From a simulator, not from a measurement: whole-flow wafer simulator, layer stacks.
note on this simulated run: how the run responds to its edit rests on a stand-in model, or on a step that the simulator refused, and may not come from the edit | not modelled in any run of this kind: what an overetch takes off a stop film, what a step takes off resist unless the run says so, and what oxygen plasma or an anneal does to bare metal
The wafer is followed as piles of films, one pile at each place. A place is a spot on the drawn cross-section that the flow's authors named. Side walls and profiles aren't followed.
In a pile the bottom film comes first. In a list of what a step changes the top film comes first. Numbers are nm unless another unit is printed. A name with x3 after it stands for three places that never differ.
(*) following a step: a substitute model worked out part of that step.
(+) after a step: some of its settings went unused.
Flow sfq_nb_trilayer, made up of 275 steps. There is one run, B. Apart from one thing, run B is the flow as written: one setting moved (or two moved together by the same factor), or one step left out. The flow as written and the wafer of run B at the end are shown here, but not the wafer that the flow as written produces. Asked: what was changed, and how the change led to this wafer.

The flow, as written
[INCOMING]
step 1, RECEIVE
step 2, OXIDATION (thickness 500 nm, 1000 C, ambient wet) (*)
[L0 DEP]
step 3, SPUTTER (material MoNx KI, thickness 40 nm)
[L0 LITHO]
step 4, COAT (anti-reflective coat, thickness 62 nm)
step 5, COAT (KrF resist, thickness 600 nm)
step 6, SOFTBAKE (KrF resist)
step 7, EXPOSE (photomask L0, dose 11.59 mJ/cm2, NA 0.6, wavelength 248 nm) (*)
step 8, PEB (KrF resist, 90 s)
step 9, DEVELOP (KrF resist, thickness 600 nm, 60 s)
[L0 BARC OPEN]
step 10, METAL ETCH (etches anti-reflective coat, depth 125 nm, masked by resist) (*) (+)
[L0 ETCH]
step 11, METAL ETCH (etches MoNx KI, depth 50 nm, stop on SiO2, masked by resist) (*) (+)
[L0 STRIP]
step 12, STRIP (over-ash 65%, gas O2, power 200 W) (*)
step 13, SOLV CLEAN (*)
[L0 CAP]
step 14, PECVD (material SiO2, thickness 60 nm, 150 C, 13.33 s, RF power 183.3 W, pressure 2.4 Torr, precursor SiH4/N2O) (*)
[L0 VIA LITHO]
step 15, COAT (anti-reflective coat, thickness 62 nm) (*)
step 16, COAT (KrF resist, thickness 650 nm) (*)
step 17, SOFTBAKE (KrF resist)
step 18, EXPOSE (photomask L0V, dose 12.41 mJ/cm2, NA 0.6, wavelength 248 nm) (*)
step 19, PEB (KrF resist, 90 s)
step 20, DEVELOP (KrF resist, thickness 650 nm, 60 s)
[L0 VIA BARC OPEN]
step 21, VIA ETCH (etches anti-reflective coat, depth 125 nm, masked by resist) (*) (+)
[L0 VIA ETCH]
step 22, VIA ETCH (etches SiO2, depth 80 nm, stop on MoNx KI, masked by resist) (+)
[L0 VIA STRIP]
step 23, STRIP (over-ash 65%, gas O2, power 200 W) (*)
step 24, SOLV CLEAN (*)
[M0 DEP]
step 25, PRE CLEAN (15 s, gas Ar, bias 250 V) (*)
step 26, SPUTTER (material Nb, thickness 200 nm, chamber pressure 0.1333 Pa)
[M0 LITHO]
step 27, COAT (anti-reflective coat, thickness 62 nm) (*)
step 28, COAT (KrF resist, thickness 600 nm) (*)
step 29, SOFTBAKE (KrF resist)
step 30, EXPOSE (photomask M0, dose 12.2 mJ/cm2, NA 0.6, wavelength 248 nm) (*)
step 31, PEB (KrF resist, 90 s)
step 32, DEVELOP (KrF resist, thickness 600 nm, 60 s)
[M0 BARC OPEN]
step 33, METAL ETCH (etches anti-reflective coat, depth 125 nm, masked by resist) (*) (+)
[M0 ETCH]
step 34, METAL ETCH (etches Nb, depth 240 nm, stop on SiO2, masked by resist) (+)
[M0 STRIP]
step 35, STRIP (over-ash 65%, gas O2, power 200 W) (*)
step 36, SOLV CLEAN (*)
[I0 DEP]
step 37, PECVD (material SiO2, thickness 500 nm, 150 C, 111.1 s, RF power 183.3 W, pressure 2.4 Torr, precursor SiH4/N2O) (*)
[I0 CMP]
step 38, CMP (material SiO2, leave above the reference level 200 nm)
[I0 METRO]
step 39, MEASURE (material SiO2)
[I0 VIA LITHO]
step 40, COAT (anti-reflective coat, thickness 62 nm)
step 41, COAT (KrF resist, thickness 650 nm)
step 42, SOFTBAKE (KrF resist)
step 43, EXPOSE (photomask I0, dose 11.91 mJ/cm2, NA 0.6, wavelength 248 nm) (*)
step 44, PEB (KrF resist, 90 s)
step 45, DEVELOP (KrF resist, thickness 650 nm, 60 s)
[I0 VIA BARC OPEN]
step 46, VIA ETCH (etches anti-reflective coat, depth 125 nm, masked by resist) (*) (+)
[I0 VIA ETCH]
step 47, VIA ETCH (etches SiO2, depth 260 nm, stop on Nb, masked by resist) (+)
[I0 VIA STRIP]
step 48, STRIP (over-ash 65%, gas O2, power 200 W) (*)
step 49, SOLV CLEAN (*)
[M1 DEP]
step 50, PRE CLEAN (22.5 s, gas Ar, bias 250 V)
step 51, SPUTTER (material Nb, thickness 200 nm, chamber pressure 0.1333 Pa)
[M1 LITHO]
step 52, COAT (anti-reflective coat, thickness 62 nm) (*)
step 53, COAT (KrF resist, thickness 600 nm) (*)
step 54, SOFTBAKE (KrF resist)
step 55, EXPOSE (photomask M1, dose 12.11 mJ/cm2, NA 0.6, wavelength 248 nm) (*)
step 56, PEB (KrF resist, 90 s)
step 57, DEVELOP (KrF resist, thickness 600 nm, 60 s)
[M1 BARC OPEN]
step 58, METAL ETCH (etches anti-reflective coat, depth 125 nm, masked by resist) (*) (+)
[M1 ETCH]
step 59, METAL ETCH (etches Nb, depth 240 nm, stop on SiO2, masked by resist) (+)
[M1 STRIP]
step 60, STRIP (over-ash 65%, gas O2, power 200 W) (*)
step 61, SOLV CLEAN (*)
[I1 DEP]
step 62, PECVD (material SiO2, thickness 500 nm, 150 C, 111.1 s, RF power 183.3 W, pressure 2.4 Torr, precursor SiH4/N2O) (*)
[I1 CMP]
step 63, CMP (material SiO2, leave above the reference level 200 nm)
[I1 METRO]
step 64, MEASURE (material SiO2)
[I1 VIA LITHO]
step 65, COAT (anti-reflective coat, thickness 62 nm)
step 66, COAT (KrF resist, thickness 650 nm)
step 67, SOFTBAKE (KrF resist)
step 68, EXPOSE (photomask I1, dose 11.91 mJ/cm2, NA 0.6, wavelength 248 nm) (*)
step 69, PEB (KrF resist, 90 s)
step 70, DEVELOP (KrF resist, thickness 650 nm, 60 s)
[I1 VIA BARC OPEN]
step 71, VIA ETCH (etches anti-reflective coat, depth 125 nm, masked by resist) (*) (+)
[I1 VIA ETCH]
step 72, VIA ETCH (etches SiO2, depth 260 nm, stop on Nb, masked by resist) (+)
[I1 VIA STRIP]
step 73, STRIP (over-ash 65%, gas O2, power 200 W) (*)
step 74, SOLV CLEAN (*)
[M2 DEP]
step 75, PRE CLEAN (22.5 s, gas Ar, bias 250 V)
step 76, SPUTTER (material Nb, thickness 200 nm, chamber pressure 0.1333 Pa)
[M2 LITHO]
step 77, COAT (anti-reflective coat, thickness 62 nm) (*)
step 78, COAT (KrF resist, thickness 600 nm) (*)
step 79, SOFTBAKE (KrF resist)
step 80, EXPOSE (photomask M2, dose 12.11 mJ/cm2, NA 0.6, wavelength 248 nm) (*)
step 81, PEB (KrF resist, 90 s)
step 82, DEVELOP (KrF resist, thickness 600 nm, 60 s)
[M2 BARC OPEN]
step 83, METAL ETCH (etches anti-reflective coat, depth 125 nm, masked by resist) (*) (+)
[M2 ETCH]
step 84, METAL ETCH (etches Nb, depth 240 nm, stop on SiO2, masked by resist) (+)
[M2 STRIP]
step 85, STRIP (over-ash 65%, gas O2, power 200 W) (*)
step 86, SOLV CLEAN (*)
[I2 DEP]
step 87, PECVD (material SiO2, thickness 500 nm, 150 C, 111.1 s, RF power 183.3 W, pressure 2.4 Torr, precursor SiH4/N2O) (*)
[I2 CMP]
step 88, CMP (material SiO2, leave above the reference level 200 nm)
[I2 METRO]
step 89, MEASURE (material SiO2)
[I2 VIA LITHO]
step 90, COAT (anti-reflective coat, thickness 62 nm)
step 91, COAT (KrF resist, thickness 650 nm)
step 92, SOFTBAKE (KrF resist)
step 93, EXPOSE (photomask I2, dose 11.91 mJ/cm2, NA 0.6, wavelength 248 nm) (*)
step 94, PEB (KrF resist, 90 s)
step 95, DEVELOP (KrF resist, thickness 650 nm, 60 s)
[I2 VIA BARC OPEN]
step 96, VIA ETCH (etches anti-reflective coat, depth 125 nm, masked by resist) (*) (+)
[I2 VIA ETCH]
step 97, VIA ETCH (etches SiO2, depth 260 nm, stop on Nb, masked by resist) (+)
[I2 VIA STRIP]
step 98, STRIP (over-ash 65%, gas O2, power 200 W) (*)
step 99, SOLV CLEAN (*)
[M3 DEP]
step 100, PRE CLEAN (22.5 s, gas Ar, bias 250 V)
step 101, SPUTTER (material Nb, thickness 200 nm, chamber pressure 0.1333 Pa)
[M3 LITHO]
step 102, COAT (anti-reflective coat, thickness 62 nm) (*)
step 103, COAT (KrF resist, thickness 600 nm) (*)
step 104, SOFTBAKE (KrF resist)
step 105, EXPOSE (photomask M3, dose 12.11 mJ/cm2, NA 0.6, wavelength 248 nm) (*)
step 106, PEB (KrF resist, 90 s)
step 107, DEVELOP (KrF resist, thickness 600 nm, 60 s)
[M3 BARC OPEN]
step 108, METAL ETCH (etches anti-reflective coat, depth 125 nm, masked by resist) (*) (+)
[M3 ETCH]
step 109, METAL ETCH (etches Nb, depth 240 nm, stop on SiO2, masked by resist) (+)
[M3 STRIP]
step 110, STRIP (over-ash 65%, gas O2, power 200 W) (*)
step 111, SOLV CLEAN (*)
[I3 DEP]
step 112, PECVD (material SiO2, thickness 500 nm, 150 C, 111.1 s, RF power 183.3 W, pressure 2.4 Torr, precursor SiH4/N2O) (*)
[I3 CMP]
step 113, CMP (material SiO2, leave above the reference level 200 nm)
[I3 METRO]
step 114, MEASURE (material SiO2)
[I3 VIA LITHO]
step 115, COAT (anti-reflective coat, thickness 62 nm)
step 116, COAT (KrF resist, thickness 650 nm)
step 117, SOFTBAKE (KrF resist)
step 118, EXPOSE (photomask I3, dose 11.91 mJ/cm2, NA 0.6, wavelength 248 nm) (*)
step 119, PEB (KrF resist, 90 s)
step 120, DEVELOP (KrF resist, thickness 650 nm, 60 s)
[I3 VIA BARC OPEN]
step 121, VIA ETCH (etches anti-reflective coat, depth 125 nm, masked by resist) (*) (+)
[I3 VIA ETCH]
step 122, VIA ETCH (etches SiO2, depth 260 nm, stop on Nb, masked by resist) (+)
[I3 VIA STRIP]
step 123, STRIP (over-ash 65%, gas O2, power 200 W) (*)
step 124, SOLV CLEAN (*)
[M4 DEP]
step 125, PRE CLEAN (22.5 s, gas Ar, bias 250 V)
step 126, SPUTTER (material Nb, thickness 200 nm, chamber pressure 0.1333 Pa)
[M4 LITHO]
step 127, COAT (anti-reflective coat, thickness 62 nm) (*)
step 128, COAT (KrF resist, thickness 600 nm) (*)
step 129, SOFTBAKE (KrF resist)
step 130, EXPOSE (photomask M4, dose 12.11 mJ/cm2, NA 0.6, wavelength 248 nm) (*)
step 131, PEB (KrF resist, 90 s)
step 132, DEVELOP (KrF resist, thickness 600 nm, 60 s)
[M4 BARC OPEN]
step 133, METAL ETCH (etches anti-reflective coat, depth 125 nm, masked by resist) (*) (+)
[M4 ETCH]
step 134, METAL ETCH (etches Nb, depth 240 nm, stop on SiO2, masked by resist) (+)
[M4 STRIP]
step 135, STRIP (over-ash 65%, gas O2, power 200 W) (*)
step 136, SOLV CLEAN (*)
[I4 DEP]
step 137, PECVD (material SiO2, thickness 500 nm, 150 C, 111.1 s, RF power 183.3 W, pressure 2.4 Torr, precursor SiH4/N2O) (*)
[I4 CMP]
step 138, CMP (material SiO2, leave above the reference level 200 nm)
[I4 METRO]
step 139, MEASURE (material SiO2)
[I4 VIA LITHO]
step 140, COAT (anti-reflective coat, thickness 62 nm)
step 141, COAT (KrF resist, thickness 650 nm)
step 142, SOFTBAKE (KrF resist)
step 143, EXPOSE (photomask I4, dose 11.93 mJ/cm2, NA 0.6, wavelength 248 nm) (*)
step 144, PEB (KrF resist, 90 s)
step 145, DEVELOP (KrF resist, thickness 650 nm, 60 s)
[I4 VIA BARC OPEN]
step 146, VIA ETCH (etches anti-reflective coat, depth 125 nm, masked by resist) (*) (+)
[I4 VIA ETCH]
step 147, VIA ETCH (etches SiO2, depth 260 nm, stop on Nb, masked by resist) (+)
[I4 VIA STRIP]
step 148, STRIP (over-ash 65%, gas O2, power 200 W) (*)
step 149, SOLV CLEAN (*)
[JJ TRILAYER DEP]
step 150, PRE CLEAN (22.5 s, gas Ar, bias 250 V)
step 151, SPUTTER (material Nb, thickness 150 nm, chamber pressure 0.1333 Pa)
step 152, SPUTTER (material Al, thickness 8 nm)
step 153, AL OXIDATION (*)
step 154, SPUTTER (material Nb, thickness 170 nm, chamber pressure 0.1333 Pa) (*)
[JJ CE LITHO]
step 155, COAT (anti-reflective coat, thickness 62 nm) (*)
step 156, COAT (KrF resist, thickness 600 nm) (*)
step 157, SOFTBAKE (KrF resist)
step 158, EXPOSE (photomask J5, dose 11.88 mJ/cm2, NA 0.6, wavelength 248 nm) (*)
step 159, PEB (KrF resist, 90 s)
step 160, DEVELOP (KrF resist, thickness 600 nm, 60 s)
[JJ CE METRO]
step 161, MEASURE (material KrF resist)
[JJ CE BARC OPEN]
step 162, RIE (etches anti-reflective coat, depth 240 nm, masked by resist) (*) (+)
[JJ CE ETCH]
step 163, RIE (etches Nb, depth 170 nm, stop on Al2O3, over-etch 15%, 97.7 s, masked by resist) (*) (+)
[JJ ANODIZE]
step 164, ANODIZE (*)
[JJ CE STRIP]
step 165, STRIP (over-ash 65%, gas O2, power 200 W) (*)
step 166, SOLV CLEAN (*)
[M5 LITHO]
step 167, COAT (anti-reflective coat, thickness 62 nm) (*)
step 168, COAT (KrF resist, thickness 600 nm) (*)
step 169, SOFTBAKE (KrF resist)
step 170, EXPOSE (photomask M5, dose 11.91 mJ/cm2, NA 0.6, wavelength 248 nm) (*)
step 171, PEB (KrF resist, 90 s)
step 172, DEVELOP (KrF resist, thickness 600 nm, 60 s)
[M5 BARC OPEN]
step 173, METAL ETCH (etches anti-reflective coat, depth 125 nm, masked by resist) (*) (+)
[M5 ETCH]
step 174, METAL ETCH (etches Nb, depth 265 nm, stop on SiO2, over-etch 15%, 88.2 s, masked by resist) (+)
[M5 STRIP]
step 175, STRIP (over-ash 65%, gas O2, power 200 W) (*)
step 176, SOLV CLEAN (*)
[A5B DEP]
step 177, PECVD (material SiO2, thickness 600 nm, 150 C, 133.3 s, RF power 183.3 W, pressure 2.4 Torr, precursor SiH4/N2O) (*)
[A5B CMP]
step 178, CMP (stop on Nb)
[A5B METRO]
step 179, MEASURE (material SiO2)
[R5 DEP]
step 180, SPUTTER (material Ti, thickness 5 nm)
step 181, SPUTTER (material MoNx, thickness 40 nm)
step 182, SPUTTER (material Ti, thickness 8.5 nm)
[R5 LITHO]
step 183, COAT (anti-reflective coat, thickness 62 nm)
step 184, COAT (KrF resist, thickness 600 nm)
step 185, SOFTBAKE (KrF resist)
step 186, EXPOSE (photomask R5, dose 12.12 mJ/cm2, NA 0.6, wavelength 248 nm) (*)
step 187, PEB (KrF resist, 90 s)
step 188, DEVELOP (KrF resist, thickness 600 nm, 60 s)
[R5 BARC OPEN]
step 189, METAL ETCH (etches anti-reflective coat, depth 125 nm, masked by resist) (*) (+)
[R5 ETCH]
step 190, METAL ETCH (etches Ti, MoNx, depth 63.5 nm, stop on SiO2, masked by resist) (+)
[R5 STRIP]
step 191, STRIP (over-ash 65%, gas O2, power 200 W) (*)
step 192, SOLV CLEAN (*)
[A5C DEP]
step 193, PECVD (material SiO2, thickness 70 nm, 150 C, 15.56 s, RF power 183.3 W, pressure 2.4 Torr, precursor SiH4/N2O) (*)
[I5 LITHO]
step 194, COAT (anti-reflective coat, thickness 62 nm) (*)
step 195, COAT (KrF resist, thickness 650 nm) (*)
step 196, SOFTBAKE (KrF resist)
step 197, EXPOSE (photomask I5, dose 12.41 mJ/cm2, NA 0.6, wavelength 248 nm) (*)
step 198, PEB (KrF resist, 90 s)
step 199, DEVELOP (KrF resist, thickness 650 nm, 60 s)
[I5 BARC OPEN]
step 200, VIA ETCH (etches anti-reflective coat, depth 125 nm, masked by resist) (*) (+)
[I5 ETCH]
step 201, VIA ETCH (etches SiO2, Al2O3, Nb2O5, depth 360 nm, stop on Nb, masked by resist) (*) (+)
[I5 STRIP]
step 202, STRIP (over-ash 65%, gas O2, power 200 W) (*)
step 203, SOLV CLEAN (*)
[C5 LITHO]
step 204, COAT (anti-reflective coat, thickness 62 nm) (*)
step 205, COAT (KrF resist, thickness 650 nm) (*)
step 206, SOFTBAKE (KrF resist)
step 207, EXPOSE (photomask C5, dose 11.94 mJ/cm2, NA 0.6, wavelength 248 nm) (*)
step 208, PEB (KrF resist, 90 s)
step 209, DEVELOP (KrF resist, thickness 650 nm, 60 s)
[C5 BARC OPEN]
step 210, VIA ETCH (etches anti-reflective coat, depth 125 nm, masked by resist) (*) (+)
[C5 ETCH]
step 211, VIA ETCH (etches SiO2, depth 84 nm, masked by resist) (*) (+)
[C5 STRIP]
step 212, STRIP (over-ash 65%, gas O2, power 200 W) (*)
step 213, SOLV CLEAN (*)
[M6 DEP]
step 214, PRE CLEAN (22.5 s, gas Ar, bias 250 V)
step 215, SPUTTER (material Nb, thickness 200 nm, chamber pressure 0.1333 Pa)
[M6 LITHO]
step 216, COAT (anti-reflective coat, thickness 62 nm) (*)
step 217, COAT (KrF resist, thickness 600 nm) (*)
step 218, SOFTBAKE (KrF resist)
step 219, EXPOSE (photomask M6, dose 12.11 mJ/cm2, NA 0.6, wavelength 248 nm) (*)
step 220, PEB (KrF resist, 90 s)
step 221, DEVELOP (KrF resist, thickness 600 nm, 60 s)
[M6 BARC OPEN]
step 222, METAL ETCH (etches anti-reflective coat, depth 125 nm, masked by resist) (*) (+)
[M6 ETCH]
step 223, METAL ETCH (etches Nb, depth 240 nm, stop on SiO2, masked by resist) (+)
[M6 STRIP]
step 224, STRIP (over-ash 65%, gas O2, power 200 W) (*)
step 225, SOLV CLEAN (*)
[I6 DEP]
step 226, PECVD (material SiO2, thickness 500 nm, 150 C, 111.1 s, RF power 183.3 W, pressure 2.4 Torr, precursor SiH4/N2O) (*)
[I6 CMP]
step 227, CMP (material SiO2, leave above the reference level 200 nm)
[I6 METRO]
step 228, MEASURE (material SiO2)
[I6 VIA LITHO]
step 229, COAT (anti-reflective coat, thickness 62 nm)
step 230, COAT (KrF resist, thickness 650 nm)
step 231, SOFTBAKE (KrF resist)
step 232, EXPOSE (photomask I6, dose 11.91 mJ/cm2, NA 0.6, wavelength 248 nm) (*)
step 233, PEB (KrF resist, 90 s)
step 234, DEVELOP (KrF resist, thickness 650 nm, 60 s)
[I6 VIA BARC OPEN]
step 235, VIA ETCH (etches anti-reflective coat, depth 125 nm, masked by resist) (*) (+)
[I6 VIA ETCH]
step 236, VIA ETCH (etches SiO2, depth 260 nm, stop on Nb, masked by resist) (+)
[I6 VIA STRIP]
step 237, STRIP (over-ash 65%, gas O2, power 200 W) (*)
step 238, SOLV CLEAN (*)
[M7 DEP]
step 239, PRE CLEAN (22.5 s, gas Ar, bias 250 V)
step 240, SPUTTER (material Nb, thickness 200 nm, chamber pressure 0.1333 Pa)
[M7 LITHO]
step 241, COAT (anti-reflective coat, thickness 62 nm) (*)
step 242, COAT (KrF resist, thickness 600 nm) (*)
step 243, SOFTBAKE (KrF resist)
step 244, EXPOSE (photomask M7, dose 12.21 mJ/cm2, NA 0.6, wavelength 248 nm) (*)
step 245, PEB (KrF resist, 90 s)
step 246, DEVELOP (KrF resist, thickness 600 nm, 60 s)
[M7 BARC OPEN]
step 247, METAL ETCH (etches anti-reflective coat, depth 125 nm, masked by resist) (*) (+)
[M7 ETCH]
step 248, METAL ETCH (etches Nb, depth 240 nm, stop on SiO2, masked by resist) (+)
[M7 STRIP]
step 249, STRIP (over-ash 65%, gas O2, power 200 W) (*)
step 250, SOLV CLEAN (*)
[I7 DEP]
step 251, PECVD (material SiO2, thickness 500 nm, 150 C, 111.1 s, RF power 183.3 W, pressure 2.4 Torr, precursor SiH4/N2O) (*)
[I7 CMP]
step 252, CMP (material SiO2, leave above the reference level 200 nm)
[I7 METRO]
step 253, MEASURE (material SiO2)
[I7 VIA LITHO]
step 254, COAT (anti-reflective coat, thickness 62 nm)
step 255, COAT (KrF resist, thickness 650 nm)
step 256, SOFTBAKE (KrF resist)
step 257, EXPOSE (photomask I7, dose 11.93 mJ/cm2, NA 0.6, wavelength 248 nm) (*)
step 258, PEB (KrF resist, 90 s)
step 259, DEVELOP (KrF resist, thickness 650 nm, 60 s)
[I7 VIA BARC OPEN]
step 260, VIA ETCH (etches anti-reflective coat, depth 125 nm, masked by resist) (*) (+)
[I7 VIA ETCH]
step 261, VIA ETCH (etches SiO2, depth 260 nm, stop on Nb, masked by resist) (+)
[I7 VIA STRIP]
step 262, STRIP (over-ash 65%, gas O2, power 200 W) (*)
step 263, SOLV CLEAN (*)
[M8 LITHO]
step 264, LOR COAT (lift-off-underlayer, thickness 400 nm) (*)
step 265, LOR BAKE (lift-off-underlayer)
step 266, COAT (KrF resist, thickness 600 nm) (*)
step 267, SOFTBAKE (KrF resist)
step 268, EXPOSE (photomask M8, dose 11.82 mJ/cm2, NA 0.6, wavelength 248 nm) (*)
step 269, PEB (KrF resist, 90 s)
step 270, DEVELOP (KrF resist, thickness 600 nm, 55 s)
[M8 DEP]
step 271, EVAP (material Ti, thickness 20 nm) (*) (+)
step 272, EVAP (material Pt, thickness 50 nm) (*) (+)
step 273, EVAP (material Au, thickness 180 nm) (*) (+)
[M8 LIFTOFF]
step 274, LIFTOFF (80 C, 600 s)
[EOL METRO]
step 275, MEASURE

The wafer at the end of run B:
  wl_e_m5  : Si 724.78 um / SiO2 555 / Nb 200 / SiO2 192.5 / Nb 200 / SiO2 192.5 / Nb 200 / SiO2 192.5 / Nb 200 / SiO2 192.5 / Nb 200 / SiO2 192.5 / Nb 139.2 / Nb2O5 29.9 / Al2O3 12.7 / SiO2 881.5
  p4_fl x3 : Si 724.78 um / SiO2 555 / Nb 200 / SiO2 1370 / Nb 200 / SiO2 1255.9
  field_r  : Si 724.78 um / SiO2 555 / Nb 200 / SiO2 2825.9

The reason: step 215, SPUTTER: thickness 80 nm was run, while the flow as written has thickness 200 nm.

Step by step, how the change led to this:
  step 215, SPUTTER (material Nb, thickness 200 nm, chamber pressure 0.1333 Pa)
      field_l, v_sur, via_wl and 100 more: Nb gains 80 (new film) (as written it would have been: Nb gains 200 (new film))
      be: Nb gains 59.4 (as written it would have been: Nb gains 147.3)
      (as well as at 2 more places)
  step 216, COAT (anti-reflective coat, thickness 62 nm) (*)
      be: anti-reflective coat gains 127 (new film) (as written it would have been: anti-reflective coat gains 136.7 (new film))
      be_sur: anti-reflective coat gains 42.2 (new film) (as written it would have been: anti-reflective coat gains 43.8 (new film))
      (as well as at 2 more places)
  step 217, COAT (KrF resist, thickness 600 nm) (*)
      be: KrF resist gains 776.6 (new film) (as written it would have been: KrF resist gains 793.9 (new film))
  step 223, METAL ETCH (etches Nb, depth 240 nm, stop on SiO2, masked by resist) (+)
      field_l, gap, moat and 76 more: Nb loses 80 (all of it) (as written it would have been: Nb loses 200 (all of it))
      v_sur, via_wl, via_w and 24 more: KrF resist loses 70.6 (as written it would have been: KrF resist loses 141.2)
  step 224, STRIP (over-ash 65%, gas O2, power 200 W) (*)
      wl_j_sl, wl_j_sr: KrF resist loses 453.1 (all of it), anti-reflective coat loses 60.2 (all of it) (as written it would have been: KrF resist loses 382.5 (all of it), anti-reflective coat loses 60.2 (all of it))
      wl_c_m6, wl_f_m6: KrF resist loses 452.9 (all of it), anti-reflective coat loses 62 (all of it) (as written it would have been: KrF resist loses 382.3 (all of it), anti-reflective coat loses 62 (all of it))
      (as well as at 23 more places)
  step 226, PECVD (material SiO2, thickness 500 nm, 150 C, 111.1 s, RF power 183.3 W, pressure 2.4 Torr, precursor SiH4/N2O) (*)
      gap, wl_a_sl, m6r_space_l x2: SiO2 gains 500 (as written it would have been: SiO2 gains 557.1)
      be: SiO2 gains 647.5 (new film) (as written it would have been: SiO2 gains 693.5 (new film))
  step 227, CMP (material SiO2, leave above the reference level 200 nm)
      field_l, p4_fl x3, p4_w1 x9 and 49 more: SiO2 loses 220 (as written it would have been: SiO2 loses 100)
      moat, field_r, lsp_l, ln_m5, lsp_m: SiO2 loses 220 (as written it would have been: SiO2 loses 93.6)
      (as well as at 13 more places)
